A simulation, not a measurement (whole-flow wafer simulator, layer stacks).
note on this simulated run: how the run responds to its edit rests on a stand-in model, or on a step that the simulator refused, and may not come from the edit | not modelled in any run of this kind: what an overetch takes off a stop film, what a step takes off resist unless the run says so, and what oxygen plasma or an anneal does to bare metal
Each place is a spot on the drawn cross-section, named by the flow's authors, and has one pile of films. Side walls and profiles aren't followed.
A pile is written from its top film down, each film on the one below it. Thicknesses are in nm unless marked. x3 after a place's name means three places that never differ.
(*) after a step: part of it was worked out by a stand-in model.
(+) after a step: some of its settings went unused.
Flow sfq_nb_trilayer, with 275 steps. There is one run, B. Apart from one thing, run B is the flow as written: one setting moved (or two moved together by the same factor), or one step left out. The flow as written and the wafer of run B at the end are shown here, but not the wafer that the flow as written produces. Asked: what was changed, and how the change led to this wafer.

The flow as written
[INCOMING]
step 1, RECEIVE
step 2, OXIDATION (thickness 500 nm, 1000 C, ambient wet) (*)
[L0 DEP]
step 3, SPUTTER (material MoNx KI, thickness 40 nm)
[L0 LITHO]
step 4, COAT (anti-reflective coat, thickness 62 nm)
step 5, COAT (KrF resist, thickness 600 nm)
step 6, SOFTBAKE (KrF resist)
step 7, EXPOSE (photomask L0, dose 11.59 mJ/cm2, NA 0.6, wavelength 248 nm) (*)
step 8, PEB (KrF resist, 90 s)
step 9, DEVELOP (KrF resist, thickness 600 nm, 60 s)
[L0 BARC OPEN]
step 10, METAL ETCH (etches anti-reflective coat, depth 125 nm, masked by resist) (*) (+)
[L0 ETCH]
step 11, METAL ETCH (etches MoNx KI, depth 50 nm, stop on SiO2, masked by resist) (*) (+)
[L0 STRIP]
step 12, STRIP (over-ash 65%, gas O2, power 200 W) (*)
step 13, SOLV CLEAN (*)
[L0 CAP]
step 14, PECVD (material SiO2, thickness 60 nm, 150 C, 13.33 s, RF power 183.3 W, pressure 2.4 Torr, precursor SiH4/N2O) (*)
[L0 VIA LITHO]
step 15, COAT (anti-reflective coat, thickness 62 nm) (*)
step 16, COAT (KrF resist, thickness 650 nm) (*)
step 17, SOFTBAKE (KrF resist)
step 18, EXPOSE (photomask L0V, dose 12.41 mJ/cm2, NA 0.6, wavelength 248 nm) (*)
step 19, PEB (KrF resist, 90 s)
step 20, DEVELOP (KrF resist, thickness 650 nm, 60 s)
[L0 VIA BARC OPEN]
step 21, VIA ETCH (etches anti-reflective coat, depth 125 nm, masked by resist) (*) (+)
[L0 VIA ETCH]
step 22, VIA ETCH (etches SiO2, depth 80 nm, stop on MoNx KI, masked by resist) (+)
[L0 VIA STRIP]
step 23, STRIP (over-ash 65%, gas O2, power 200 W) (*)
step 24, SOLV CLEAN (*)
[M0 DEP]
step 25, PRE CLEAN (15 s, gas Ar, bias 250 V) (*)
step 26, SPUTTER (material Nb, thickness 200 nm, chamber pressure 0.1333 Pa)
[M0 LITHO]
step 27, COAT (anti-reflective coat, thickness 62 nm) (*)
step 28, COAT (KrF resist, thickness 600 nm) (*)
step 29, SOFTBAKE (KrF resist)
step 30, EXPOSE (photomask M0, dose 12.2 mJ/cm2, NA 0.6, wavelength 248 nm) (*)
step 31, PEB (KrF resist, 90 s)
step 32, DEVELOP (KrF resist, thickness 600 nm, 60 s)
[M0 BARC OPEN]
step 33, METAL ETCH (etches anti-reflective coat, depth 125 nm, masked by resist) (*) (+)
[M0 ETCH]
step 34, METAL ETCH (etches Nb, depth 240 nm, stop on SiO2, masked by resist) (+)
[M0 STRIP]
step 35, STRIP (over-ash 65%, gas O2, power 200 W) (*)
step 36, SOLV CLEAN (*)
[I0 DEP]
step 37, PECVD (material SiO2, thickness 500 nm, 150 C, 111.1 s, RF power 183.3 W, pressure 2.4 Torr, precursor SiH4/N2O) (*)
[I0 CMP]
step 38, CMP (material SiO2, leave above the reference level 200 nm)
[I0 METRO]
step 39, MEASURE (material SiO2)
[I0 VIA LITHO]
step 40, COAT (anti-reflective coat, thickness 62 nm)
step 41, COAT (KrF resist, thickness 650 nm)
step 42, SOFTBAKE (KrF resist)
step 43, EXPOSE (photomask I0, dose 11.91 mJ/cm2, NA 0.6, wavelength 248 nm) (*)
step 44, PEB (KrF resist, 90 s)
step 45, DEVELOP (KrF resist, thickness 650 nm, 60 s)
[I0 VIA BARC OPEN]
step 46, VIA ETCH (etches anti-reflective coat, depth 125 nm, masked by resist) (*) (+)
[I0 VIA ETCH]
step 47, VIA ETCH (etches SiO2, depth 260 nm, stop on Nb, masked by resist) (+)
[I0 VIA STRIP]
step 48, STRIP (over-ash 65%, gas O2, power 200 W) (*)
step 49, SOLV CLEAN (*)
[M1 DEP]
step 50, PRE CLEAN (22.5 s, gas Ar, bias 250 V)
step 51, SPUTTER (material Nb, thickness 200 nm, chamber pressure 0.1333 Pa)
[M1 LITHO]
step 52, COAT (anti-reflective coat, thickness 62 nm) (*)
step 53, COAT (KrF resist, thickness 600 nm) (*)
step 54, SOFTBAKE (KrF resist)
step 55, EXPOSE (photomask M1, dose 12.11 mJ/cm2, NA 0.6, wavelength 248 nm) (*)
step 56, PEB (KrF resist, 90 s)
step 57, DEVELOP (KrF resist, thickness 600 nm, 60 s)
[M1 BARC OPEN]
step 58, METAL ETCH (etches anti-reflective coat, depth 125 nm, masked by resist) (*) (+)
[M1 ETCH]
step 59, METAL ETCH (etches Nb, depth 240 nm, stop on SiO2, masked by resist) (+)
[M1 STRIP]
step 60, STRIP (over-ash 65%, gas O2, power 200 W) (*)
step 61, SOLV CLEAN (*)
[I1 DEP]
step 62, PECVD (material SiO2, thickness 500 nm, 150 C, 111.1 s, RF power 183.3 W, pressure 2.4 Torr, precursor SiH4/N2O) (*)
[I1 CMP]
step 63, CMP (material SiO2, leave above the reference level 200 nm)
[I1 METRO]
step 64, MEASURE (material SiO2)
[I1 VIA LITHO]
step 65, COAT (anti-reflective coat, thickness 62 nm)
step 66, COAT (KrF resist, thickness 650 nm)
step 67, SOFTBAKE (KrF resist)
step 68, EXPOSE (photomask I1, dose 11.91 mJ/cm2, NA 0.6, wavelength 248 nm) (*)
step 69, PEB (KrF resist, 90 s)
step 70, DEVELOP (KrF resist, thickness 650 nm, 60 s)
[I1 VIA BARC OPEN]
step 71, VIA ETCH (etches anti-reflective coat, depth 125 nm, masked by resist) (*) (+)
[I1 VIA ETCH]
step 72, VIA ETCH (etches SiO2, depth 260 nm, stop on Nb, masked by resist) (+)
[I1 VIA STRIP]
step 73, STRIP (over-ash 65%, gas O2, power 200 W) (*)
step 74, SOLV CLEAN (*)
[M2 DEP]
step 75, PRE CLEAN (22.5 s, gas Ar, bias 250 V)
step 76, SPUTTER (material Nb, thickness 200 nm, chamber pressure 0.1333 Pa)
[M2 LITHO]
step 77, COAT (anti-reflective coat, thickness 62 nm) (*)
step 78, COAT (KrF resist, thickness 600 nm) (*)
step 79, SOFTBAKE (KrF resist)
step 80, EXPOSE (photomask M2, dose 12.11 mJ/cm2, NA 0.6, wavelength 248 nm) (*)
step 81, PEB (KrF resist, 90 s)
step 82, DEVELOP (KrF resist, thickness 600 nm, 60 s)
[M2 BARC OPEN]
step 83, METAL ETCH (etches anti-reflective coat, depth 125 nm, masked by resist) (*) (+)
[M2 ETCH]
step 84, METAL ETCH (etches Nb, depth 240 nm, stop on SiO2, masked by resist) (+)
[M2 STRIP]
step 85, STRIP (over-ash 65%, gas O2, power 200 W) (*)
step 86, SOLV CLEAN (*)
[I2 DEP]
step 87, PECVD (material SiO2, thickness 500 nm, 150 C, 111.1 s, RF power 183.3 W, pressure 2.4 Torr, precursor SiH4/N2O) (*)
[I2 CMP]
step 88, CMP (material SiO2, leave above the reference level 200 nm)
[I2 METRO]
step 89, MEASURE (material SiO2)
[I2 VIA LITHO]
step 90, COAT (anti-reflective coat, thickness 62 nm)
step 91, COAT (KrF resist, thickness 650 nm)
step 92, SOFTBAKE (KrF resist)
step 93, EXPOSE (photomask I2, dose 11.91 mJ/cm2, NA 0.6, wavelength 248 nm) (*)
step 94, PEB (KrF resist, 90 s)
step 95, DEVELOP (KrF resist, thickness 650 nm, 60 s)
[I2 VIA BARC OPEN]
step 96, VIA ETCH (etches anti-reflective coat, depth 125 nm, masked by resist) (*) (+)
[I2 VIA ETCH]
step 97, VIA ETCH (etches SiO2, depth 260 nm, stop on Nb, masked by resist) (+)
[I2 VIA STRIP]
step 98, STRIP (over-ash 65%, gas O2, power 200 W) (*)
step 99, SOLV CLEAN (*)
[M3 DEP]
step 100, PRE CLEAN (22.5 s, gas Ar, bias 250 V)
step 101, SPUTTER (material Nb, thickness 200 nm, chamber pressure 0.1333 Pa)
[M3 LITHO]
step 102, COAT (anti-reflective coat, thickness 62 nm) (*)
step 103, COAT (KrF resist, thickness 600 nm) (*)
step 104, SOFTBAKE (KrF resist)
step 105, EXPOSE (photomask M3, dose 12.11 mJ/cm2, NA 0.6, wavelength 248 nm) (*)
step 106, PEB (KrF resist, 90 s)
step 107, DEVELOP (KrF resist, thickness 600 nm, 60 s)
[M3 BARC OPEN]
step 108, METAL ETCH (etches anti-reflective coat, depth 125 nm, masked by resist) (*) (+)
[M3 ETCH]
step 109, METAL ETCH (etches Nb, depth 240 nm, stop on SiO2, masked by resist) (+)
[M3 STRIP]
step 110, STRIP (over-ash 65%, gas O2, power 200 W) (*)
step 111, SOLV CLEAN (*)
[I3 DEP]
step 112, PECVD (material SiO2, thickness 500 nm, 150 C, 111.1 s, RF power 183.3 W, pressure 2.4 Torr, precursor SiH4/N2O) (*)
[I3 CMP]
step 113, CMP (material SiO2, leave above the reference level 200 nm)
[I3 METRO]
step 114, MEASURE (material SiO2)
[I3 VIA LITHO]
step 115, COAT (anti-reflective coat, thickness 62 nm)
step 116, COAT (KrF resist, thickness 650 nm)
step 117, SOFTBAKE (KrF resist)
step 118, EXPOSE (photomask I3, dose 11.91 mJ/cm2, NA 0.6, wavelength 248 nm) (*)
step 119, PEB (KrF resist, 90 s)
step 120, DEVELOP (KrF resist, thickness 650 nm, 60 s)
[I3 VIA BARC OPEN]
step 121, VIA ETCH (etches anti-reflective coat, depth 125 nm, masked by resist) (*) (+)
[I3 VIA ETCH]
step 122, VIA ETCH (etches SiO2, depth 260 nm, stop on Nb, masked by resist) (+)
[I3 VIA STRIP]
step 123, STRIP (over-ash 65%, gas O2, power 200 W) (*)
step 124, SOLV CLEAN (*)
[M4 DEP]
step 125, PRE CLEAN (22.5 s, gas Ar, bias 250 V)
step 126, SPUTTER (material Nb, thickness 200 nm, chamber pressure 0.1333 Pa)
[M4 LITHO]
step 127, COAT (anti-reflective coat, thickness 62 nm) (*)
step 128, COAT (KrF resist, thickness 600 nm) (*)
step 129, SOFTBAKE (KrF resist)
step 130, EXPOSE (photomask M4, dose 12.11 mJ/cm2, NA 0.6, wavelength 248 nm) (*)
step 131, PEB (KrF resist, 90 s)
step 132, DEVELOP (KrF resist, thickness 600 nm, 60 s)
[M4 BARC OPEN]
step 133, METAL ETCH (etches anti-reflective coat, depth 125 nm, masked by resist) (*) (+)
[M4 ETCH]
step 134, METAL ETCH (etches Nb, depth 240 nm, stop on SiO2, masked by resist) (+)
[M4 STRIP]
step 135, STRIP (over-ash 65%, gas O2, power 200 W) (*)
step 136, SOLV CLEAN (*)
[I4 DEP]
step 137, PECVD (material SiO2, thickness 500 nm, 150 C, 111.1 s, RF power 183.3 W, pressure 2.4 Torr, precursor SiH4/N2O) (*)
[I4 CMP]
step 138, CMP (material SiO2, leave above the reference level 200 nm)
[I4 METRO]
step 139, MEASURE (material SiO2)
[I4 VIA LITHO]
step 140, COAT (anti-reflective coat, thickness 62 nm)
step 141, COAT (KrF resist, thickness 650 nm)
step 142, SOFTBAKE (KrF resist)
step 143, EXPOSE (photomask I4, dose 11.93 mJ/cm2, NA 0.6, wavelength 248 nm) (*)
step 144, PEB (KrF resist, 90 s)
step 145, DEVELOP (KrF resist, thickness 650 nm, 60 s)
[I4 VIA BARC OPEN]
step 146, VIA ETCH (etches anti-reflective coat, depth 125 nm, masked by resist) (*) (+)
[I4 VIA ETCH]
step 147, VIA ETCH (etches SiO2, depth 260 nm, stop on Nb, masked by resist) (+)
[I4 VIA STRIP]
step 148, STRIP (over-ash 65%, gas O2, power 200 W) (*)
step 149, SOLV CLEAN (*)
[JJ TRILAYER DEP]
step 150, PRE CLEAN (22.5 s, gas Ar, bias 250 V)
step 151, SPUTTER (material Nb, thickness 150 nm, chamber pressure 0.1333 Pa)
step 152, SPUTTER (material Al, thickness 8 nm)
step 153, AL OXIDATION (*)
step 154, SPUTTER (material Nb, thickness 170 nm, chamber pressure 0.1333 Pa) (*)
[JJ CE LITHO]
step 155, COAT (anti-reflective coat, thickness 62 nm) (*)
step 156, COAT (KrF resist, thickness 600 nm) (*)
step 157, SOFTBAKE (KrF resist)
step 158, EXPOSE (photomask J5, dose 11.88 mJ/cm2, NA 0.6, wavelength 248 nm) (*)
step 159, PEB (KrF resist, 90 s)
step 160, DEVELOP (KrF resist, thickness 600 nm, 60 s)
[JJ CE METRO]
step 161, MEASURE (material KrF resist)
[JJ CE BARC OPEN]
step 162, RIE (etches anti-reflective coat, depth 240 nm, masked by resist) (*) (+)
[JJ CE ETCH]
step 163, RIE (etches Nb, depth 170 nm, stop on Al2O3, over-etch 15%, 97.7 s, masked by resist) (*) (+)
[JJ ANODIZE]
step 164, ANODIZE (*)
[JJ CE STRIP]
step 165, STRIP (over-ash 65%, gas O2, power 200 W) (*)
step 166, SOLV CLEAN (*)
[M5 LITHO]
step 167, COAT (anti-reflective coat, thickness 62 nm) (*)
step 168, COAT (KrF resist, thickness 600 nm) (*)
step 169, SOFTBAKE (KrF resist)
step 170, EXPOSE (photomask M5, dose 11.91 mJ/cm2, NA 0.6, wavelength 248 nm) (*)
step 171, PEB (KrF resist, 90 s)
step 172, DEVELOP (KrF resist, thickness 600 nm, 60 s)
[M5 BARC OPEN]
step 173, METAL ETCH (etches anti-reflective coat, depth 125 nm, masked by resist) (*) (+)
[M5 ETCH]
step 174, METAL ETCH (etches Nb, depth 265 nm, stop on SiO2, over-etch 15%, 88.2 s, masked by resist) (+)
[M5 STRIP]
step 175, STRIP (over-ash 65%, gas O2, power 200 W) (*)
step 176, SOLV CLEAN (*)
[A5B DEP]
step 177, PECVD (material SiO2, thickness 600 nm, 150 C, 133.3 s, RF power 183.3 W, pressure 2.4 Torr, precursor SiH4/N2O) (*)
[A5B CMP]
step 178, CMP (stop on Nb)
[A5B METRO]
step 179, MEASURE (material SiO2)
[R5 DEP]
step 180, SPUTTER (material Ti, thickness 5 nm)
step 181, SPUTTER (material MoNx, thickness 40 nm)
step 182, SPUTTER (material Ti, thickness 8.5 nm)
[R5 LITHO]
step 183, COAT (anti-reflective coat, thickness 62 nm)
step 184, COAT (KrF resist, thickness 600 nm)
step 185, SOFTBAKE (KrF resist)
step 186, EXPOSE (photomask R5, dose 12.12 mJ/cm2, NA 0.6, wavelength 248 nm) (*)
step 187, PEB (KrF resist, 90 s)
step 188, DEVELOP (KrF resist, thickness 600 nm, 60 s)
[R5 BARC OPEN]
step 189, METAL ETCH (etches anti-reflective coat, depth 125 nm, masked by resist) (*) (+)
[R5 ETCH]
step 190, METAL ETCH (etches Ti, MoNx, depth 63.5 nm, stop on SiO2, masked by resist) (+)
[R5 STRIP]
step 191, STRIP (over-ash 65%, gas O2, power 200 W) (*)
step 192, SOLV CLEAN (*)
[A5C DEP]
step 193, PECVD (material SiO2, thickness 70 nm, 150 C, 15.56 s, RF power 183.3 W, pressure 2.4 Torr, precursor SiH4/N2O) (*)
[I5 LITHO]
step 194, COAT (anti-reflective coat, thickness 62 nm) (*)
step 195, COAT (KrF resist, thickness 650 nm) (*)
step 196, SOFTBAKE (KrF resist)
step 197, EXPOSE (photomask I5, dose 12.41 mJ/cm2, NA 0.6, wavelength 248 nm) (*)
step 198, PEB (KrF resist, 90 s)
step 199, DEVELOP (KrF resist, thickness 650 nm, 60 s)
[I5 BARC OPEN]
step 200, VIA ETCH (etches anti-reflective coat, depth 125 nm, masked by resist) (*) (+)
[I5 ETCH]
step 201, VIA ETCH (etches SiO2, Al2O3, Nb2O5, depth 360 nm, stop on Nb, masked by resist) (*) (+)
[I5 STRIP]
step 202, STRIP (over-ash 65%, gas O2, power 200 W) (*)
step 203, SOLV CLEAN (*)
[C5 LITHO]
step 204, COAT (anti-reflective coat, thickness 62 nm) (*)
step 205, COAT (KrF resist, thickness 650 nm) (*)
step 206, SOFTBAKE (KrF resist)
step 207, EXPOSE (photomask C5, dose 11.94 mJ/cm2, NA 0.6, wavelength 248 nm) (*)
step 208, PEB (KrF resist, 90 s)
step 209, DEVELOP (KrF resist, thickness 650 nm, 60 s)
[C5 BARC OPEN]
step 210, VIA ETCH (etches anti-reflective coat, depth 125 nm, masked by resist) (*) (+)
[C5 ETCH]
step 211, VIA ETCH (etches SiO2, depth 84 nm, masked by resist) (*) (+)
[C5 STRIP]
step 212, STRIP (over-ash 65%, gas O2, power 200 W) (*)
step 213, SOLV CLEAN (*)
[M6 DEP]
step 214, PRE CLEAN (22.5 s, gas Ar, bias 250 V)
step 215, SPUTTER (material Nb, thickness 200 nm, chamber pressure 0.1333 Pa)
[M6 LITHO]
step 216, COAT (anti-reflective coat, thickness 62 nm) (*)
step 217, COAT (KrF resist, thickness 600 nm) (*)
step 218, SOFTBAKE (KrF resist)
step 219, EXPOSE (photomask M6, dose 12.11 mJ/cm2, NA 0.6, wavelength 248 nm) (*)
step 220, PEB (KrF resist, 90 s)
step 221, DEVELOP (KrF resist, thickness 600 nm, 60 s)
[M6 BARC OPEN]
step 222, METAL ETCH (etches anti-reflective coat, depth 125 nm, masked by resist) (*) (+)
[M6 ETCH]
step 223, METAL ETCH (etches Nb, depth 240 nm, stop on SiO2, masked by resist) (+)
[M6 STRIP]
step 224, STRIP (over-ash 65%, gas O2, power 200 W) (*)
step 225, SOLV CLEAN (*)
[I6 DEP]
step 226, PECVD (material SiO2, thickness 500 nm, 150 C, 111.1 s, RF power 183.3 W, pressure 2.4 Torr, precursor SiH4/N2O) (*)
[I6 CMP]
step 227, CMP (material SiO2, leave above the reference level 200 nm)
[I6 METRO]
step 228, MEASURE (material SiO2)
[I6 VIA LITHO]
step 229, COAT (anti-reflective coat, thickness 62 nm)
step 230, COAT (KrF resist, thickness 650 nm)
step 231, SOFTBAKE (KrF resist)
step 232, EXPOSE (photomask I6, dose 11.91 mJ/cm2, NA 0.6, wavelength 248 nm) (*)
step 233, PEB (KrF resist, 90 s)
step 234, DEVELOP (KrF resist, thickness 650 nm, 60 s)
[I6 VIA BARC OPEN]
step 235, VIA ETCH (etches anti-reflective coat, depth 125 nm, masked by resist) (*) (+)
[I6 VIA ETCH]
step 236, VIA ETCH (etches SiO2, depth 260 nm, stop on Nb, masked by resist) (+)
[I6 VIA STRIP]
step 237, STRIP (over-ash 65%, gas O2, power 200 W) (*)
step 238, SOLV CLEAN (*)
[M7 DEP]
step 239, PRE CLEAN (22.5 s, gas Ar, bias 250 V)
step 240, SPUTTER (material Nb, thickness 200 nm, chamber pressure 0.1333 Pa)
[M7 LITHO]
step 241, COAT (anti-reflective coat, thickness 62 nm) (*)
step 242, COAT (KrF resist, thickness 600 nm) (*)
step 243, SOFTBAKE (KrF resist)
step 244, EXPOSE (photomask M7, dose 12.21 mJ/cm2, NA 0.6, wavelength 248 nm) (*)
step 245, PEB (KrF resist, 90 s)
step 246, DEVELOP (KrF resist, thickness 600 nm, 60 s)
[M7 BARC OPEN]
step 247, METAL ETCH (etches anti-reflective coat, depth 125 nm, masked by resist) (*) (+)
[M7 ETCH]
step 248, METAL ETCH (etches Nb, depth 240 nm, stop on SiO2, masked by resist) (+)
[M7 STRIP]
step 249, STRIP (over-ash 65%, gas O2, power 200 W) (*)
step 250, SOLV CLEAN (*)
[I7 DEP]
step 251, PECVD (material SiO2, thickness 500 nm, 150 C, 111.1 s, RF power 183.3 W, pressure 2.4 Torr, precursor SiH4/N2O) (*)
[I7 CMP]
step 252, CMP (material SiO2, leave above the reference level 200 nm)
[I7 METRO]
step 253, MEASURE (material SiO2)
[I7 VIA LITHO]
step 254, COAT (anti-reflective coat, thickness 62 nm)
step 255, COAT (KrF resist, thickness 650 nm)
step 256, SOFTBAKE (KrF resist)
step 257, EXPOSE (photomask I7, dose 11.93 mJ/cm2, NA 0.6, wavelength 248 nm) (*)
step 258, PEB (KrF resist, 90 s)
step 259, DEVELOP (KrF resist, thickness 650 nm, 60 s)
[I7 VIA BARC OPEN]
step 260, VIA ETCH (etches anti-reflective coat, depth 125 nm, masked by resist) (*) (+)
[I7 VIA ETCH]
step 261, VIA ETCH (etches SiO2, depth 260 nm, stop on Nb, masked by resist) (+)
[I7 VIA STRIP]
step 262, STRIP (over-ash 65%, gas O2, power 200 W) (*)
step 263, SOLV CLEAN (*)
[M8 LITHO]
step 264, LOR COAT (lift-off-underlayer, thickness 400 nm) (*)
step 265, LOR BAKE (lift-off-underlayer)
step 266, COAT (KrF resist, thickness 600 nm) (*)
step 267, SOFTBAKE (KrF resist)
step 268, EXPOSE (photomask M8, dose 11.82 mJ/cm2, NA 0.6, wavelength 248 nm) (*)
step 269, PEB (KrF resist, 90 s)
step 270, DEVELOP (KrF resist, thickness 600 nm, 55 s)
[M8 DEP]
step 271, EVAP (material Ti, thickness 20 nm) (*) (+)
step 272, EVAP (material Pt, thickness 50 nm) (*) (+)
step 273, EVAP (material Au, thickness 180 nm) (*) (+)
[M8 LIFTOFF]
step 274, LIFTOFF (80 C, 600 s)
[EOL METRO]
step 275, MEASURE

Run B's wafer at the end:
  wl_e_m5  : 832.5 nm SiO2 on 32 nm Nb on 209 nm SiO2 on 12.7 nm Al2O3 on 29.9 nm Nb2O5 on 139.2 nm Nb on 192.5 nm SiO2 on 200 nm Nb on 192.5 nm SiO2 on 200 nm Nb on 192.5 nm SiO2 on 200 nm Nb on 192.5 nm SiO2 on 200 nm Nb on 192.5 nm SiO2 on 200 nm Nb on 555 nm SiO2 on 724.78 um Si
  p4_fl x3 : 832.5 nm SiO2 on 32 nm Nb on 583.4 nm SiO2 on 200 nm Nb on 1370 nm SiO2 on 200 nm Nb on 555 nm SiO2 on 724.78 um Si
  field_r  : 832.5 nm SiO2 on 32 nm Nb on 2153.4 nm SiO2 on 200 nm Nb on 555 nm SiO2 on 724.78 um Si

What caused this: step 215, SPUTTER: thickness 272 nm was run, whereas the flow has thickness 200 nm.

Step by step, how the change led to this:
  step 215, SPUTTER (material Nb, thickness 200 nm, chamber pressure 0.1333 Pa)
      field_l, v_sur, via_wl and 100 more: +272 Nb (new film) (it would be, as written: +200 Nb (new film))
      be: +199.4 Nb (it would be, as written: +147.3 Nb)
      (and at 2 other places as well)
  step 216, COAT (anti-reflective coat, thickness 62 nm) (*)
      be: +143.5 anti-reflective coat (new film) (it would be, as written: +136.7 anti-reflective coat (new film))
  step 223, METAL ETCH (etches Nb, depth 240 nm, stop on SiO2, masked by resist) (+)
      field_l, gap, moat and 76 more: -240 Nb (it would be, as written: -200 Nb (all of it))
  step 224, STRIP (over-ash 65%, gas O2, power 200 W) (*)
      be: -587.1 KrF resist (all of it), -143.5 anti-reflective coat (all of it) (it would be, as written: -575.8 KrF resist (all of it), -136.7 anti-reflective coat (all of it))
  step 226, PECVD (material SiO2, thickness 500 nm, 150 C, 111.1 s, RF power 183.3 W, pressure 2.4 Torr, precursor SiH4/N2O) (*)
      field_l, p4_fl x3, p4_w1 x9 and 52 more: +500 SiO2 (new film) (it would be, as written: +500 SiO2)
      moat, field_r, lsp_l, ln_m5, lsp_m: +492.3 SiO2 (new film) (it would be, as written: +493.6 SiO2)
      (and at 10 other places as well)
  step 227, CMP (material SiO2, leave above the reference level 200 nm)
      field_l, p4_fl x3, p4_w1 x9 and 49 more: -60 SiO2 (it would be, as written: -100 SiO2)
      moat, field_r, lsp_l, ln_m5, lsp_m: -52.3 SiO2 (it would be, as written: -93.6 SiO2)
      (and at 9 other places as well)
Taking metal films that touch as one body, wl_e_m5 has 7 bodies (between them, from the top down: SiO2 209 / Al2O3 12.7 / Nb2O5 29.9; SiO2 192.5; SiO2 192.5; SiO2 192.5; SiO2 192.5; SiO2 192.5); the flow as written gives 6 bodies (between them, from the top down: SiO2 192.5; SiO2 192.5; SiO2 192.5; SiO2 192.5; SiO2 192.5).
Taking metal films that touch as one body, p4_fl x3 has 3 bodies (between them, from the top down: SiO2 583.4; SiO2 1370); the flow as written gives 2 bodies (between them, from the top down: SiO2 1370).
Taking metal films that touch as one body, field_r has 2 bodies (between them, from the top down: SiO2 2153.4); the flow as written gives 1 body.
